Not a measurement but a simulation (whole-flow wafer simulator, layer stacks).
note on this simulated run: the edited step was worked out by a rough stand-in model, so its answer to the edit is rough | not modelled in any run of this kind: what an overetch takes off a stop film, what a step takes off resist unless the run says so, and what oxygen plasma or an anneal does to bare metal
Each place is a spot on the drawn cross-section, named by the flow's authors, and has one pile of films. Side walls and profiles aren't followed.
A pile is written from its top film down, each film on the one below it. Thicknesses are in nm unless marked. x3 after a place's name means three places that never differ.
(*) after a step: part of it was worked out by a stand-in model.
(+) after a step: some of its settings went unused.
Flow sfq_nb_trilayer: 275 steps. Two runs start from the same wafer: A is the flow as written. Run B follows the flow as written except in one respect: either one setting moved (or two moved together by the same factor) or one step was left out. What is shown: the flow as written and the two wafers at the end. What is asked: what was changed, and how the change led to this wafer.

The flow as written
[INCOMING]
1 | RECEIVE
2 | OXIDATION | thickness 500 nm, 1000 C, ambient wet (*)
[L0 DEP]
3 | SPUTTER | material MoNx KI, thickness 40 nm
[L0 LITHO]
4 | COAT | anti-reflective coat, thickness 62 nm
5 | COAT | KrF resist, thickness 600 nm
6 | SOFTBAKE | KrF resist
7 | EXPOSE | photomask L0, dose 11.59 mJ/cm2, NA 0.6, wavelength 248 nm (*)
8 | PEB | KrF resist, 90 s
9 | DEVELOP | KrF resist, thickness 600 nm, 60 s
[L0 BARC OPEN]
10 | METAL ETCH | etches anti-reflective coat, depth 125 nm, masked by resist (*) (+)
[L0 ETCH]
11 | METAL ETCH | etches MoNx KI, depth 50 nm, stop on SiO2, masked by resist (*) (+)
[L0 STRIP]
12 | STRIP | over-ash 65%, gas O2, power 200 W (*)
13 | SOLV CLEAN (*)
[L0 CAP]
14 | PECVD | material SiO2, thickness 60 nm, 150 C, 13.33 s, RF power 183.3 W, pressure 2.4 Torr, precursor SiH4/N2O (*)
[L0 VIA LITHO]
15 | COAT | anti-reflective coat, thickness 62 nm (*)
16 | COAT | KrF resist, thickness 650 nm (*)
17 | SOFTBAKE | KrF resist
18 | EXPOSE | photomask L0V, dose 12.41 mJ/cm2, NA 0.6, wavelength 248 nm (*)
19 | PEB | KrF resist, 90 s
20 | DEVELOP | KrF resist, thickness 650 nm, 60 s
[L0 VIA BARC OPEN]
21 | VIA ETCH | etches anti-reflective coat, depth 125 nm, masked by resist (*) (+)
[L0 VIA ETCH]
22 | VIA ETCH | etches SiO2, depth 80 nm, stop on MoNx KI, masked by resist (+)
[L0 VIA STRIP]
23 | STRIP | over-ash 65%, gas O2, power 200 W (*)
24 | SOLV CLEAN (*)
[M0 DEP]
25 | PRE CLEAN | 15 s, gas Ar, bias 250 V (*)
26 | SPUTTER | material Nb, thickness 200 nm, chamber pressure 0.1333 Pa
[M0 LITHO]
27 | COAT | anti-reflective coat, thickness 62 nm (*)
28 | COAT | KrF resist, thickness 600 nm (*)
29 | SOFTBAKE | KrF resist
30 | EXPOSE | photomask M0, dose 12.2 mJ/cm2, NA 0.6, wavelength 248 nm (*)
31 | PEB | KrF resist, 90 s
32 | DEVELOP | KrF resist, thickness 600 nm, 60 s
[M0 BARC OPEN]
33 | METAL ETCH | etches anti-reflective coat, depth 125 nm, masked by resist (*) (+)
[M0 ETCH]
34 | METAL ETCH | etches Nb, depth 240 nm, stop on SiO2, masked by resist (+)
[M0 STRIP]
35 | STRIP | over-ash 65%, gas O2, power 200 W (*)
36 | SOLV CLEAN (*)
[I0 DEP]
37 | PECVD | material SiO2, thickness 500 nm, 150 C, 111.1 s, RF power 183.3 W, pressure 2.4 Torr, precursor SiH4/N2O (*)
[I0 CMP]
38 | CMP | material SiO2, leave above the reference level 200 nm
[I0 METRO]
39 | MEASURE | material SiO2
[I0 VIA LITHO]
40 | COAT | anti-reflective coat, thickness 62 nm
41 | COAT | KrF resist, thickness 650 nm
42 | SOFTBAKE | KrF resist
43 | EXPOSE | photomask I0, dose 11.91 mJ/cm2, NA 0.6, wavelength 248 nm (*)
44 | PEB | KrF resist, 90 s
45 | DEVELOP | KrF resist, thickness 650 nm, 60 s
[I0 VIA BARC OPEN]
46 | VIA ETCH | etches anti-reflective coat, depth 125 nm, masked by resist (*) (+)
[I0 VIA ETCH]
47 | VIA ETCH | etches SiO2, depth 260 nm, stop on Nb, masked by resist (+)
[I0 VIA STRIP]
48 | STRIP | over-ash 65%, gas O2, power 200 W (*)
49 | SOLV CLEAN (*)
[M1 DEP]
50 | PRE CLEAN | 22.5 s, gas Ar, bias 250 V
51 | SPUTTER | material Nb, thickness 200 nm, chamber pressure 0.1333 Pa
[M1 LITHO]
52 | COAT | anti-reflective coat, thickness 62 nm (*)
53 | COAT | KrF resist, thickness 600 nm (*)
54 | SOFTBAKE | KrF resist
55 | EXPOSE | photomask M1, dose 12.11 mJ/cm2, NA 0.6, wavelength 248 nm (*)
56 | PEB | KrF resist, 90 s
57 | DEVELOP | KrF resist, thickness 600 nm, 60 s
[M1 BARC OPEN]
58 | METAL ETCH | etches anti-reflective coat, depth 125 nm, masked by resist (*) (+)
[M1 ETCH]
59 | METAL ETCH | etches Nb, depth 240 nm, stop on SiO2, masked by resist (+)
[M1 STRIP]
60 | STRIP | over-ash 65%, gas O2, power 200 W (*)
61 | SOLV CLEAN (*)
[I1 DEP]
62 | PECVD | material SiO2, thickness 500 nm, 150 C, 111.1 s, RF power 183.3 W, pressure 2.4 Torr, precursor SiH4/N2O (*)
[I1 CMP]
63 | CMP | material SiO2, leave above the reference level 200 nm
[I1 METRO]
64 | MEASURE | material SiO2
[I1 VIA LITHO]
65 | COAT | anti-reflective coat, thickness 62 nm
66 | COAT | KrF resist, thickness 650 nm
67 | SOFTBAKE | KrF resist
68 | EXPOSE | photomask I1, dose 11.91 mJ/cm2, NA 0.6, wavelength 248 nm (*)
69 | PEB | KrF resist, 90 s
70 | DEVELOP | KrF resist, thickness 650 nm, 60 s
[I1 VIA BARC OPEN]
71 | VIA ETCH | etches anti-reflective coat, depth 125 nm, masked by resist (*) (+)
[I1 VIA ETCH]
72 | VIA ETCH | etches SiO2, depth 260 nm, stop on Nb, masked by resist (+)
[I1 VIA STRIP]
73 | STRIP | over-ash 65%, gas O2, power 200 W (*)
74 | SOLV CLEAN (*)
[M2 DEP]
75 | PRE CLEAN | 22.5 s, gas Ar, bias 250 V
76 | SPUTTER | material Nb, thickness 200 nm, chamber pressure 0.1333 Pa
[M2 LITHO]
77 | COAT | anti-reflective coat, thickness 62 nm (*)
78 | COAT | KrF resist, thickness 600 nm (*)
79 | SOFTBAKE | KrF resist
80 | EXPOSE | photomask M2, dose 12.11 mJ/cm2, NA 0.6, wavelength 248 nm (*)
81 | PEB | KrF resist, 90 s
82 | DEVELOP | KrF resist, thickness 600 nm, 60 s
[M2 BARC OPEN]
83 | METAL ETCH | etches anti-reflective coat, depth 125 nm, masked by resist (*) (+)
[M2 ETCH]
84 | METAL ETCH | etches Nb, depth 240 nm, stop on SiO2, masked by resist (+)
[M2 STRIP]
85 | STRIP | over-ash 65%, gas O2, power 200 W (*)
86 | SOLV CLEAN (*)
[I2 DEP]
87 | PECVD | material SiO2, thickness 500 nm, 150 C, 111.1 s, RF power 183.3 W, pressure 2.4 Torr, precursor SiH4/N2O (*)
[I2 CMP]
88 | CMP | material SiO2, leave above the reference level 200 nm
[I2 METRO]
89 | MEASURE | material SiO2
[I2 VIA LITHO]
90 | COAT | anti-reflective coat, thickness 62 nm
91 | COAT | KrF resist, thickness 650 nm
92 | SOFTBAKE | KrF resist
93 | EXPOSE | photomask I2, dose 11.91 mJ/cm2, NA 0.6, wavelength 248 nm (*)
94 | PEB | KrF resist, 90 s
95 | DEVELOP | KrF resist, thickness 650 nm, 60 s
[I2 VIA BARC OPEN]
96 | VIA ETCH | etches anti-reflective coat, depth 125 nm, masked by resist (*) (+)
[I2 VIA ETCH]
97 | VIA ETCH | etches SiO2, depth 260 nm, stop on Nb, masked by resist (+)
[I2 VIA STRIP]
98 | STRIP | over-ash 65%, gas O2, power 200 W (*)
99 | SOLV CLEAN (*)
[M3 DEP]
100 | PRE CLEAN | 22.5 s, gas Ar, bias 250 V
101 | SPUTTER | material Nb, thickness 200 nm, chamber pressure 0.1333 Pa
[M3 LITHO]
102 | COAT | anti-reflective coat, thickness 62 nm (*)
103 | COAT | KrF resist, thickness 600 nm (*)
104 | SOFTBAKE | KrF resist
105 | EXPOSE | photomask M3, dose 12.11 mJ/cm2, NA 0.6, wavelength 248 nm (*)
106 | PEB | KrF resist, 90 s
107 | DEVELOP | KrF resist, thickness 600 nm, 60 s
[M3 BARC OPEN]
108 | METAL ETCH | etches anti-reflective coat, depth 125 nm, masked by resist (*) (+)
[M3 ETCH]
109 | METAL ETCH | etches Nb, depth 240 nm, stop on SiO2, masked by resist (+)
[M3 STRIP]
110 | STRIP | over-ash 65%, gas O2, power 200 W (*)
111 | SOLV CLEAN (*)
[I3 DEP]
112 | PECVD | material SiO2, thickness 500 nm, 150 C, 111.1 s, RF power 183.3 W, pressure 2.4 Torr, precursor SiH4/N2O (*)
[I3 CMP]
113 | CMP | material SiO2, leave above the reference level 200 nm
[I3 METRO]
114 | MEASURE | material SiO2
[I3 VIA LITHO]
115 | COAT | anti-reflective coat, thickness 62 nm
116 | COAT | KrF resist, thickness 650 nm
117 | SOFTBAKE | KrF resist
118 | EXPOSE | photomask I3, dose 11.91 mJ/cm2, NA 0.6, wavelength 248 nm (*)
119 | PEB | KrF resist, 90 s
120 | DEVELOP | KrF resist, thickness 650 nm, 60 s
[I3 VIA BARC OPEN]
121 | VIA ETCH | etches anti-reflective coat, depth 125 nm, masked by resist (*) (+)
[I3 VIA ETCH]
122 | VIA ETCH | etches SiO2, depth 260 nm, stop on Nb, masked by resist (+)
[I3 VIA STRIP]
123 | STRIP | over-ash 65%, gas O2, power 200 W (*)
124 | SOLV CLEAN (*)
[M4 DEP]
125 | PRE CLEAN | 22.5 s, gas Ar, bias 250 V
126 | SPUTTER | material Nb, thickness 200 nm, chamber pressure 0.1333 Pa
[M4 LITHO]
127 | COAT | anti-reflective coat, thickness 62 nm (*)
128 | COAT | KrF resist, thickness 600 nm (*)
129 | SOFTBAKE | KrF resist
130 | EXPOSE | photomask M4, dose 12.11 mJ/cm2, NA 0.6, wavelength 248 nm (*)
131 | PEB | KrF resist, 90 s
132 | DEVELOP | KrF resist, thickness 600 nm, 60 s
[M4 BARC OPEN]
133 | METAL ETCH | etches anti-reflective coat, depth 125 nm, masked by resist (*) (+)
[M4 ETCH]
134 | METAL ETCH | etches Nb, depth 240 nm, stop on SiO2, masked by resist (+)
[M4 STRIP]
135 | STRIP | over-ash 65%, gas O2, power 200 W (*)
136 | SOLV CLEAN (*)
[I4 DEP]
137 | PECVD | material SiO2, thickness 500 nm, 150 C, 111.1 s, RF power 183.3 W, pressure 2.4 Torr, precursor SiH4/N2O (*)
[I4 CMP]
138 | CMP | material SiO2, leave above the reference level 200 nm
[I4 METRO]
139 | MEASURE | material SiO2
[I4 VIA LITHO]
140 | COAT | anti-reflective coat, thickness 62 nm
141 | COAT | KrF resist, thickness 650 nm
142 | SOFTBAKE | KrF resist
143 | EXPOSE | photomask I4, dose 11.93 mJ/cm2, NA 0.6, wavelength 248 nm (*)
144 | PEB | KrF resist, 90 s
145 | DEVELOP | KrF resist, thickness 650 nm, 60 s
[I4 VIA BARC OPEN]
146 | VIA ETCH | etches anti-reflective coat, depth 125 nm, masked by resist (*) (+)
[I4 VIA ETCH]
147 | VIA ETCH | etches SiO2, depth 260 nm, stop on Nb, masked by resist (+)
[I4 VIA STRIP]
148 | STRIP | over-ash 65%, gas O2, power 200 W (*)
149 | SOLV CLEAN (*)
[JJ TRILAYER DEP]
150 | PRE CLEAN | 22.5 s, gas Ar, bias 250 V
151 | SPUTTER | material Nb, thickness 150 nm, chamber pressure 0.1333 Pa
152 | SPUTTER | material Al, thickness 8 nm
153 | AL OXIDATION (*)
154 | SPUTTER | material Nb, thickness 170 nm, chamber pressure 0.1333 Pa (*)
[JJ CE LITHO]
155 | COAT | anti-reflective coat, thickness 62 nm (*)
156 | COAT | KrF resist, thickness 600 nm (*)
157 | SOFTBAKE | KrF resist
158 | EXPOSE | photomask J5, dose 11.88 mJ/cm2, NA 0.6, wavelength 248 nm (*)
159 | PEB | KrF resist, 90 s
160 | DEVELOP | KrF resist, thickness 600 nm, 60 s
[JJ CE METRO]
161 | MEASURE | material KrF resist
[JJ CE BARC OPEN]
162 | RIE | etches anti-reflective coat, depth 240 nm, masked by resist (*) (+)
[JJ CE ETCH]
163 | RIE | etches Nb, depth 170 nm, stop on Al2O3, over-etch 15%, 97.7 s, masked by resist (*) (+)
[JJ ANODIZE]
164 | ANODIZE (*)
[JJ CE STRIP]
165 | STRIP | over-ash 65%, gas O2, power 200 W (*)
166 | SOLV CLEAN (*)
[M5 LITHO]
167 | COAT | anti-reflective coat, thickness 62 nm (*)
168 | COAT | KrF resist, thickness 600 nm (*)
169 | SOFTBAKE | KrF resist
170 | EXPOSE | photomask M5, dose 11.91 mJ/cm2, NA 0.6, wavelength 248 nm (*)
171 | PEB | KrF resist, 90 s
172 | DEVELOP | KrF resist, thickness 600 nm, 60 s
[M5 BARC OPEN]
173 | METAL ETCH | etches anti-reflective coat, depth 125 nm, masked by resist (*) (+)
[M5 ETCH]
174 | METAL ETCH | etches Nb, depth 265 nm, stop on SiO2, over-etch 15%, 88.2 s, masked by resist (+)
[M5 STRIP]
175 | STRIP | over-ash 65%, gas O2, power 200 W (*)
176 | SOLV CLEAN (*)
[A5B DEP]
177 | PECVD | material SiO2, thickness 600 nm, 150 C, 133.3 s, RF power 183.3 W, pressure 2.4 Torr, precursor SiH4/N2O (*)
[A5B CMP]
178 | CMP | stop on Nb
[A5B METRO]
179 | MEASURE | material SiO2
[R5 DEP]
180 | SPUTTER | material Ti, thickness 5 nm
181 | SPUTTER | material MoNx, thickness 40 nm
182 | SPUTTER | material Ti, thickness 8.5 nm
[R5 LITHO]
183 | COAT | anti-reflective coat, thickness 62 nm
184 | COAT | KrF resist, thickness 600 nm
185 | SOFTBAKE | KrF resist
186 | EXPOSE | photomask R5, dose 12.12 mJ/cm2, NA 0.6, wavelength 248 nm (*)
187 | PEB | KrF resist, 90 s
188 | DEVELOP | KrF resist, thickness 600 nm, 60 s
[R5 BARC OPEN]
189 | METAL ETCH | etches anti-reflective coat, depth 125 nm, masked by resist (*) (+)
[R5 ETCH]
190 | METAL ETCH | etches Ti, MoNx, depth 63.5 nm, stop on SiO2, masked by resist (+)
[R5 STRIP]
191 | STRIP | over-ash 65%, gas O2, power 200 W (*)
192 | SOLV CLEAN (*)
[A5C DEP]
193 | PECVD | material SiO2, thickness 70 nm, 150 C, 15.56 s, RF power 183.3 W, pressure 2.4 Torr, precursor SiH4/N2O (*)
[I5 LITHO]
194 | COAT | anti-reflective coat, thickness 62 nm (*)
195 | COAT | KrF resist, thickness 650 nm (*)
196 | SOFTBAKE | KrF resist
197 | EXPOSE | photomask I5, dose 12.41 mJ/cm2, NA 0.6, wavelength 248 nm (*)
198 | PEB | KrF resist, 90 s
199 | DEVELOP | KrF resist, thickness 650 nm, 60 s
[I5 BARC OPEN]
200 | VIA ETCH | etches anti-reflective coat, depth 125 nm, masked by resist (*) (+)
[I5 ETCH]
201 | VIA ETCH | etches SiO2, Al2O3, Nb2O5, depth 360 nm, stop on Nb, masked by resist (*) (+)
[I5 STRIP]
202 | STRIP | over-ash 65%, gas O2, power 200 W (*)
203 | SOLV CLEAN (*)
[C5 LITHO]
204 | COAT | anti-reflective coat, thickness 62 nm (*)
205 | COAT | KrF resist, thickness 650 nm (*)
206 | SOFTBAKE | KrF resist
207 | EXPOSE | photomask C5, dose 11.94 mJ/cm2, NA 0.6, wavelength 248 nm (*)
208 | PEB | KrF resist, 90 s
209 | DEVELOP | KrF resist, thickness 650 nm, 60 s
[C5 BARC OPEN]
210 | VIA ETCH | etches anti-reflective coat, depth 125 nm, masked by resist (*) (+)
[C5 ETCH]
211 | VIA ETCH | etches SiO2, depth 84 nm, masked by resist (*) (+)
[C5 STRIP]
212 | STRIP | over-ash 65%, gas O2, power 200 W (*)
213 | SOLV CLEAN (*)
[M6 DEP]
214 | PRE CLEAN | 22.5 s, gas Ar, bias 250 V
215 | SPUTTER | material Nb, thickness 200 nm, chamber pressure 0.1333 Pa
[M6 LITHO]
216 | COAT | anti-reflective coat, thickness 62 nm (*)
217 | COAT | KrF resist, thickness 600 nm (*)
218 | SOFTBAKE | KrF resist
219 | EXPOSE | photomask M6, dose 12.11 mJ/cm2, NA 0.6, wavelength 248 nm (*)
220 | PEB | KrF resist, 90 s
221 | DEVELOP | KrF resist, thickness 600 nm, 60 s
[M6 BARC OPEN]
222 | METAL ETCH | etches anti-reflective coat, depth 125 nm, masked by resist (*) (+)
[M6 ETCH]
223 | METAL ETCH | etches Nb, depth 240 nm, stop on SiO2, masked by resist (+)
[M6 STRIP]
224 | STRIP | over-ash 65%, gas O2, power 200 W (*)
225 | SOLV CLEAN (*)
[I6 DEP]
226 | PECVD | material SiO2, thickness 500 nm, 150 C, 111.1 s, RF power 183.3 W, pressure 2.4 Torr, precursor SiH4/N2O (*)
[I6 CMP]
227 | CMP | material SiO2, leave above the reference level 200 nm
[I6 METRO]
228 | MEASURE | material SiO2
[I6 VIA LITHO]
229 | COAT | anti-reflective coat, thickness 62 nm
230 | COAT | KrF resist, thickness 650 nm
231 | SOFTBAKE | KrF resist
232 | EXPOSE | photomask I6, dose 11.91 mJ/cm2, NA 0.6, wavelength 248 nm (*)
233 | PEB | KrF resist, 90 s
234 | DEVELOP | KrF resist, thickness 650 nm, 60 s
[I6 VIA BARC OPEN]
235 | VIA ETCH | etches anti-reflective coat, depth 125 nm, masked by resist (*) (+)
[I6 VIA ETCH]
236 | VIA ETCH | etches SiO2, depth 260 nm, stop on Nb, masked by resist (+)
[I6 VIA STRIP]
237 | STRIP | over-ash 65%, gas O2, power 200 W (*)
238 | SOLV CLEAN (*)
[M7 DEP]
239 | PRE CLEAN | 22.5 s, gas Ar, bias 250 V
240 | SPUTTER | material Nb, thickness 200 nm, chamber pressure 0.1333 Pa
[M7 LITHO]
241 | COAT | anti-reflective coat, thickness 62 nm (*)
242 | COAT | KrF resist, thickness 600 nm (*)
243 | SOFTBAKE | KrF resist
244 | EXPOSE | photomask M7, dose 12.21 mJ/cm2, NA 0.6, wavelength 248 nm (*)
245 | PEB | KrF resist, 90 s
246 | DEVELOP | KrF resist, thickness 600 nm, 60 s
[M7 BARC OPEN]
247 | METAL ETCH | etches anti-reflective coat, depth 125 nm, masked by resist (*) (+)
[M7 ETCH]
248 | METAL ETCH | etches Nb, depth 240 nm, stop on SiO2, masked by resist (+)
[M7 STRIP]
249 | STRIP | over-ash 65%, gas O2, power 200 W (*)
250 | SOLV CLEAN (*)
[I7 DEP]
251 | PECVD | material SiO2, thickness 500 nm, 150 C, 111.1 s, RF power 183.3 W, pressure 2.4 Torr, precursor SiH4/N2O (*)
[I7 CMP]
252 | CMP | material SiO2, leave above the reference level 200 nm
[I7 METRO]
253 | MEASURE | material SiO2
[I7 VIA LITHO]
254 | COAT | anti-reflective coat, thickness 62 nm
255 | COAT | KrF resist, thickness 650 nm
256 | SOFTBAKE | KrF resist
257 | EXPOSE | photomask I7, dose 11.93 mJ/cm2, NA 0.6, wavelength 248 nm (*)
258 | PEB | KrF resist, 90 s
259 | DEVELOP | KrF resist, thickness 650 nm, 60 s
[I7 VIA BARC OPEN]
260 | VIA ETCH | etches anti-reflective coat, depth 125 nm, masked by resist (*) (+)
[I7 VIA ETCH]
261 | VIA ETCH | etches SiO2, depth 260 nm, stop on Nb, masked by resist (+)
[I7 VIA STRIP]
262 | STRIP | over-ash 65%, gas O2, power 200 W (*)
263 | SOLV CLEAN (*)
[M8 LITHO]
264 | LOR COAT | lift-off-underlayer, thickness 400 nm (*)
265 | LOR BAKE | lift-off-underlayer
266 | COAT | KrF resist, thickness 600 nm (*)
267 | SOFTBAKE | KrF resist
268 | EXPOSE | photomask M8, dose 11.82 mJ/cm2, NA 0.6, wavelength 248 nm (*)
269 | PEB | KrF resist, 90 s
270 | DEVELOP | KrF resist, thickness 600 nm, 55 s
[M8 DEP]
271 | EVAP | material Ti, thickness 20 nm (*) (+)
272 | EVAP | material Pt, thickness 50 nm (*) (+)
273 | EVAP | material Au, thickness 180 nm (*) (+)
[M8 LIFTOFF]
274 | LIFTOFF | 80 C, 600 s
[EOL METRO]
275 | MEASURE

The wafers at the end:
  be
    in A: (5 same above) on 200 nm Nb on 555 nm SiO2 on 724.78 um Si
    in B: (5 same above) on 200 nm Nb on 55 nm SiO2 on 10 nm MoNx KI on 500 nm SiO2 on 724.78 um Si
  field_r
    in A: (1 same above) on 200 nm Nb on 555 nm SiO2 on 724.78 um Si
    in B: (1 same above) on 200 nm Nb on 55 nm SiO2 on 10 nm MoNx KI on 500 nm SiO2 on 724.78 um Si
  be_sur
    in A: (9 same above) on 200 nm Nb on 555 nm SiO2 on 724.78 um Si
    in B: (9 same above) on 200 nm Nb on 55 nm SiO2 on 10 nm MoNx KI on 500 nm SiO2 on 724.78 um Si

What caused this: step 11, METAL ETCH: depth 30 nm was run, while the flow as written has depth 50 nm.

How this came from the change, step by step:
  11 | METAL ETCH | etches MoNx KI, depth 50 nm, stop on SiO2, masked by resist (*) (+)
      v_sur, via_wl, via_w and 97 more: A -40 MoNx KI (all of it) | B -30 MoNx KI
      field_l, l0_sur, l0v, l0r_line_l, l0r_line_c, l0r_line_r: A -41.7 KrF resist | B -25 KrF resist
  12 | STRIP | over-ash 65%, gas O2, power 200 W (*)
      field_l, l0_sur, l0v, l0r_line_l, l0r_line_c, l0r_line_r: A -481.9 KrF resist (all of it), -62 anti-reflective coat (all of it) | B -498.6 KrF resist (all of it), -62 anti-reflective coat (all of it)
  14 | PECVD | material SiO2, thickness 60 nm, 150 C, 13.33 s, RF power 183.3 W, pressure 2.4 Torr, precursor SiH4/N2O (*)
      v_sur, via_wl, via_w and 97 more: A +60 SiO2 | B +60 SiO2 (new film)
  15 | COAT | anti-reflective coat, thickness 62 nm (*)
      field_l: A +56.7 anti-reflective coat (new film) | B +57.9 anti-reflective coat (new film)
      v_sur: A +72.2 anti-reflective coat (new film) | B +69.7 anti-reflective coat (new film)
      (and at 3 other places as well)
  23 | STRIP | over-ash 65%, gas O2, power 200 W (*)
      field_l: A -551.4 KrF resist (all of it), -56.7 anti-reflective coat (all of it) | B -553.6 KrF resist (all of it), -57.9 anti-reflective coat (all of it)
      v_sur: A -570.5 KrF resist (all of it), -72.2 anti-reflective coat (all of it) | B -567.6 KrF resist (all of it), -69.7 anti-reflective coat (all of it)
      (and at 3 other places as well)
  27 | COAT | anti-reflective coat, thickness 62 nm (*)
      field_l: A +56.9 anti-reflective coat (new film) | B +58.1 anti-reflective coat (new film)
      v_sur: A +72.3 anti-reflective coat (new film) | B +69.8 anti-reflective coat (new film)
      (and at 3 other places as well)
  35 | STRIP | over-ash 65%, gas O2, power 200 W (*)
      field_l: A -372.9 KrF resist (all of it), -56.9 anti-reflective coat (all of it) | B -375.3 KrF resist (all of it), -58.1 anti-reflective coat (all of it)
      v_sur: A -391.6 KrF resist (all of it), -72.3 anti-reflective coat (all of it) | B -389.1 KrF resist (all of it), -69.8 anti-reflective coat (all of it)
      (and at 3 other places as well)
  38 | CMP | material SiO2, leave above the reference level 200 nm
      field_l, l0_sur, l0r_line_l, l0r_line_c, l0r_line_r: A -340 SiO2 | B -330 SiO2
      l0v: A -277.8 SiO2 | B -267.8 SiO2
If metal films that touch count as one body, be has 4 bodies (between them, from the top down: SiO2 503.2; SiO2 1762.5; SiO2 55); the flow as written gives 3 bodies (between them, from the top down: SiO2 503.2; SiO2 1762.5).
If metal films that touch count as one body, field_r has 2 bodies (between them, from the top down: SiO2 55); the flow as written gives 1 body.
If metal films that touch count as one body, be_sur has 5 bodies (between them, from the top down: SiO2 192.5; SiO2 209 / Al2O3 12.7 / Nb2O5 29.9; SiO2 1762.5; SiO2 55); the flow as written gives 4 bodies (between them, from the top down: SiO2 192.5; SiO2 209 / Al2O3 12.7 / Nb2O5 29.9; SiO2 1762.5).
